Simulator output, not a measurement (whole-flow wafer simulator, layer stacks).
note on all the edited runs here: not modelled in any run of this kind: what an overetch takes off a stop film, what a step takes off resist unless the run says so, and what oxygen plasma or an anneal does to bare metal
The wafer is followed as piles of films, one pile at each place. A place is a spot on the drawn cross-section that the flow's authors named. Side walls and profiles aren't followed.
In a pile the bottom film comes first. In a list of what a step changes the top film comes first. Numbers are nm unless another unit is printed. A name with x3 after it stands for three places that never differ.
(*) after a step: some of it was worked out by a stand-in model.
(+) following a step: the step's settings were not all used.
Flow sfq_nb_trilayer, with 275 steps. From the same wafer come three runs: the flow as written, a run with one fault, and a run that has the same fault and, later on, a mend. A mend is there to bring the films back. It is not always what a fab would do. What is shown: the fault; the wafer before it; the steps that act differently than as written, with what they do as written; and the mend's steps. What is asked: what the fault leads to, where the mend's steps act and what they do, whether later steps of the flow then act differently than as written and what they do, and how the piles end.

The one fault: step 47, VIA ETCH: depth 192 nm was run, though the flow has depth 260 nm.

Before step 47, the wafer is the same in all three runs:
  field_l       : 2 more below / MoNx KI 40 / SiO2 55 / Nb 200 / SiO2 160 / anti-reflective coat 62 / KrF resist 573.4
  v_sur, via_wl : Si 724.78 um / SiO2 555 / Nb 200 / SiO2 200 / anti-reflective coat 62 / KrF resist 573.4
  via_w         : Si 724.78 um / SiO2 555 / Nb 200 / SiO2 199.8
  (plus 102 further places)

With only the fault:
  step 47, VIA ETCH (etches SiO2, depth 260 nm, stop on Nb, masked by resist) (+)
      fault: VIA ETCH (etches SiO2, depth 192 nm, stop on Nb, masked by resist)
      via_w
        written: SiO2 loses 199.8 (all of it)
        fault: SiO2 loses 192
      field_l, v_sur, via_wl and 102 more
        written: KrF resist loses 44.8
        fault: KrF resist loses 33.1
  Steps further on in the flow that do not act as written (not shown: 5 more steps that differ only slightly, by at most 2% or 0.5 nm, whichever is larger):
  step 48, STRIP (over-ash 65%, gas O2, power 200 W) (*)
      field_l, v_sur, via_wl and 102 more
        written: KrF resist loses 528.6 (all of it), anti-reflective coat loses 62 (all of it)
        fault: KrF resist loses 540.3 (all of it), anti-reflective coat loses 62 (all of it)
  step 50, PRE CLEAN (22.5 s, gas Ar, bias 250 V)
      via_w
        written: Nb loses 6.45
        fault: SiO2 loses 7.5
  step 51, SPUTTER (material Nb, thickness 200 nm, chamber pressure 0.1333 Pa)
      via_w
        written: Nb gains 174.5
        fault: Nb gains 175.9 (new film)
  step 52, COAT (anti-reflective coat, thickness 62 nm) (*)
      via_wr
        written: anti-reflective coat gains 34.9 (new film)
        fault: anti-reflective coat gains 34.1 (new film)
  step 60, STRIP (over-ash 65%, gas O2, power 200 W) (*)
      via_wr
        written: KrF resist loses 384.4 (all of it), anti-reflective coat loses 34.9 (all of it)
        fault: KrF resist loses 386 (all of it), anti-reflective coat loses 34.1 (all of it)
  At via_w, the piles at the end differ from the flow's by more than 2% or 0.5 nm, whichever is larger.
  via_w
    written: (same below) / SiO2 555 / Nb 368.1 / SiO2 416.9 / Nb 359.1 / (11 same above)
    fault: (same below) / SiO2 555 / Nb 200 / SiO2 0.34 / Nb 175.9 / SiO2 408.7 / Nb 359.1 / (11 same above)

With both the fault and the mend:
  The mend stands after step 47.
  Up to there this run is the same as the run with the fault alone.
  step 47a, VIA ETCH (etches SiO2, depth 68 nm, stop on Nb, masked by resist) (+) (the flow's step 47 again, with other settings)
      field_l, v_sur, via_wl and 102 more
        KrF resist loses 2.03
      via_w
        SiO2 loses 7.84 (all of it)
  None of the later steps of the flow differs from how it acts as written, at any place that is followed, by more than 2% or 0.5 nm, whichever is larger.
  At every place that both follow, the piles at the end match the flow's.
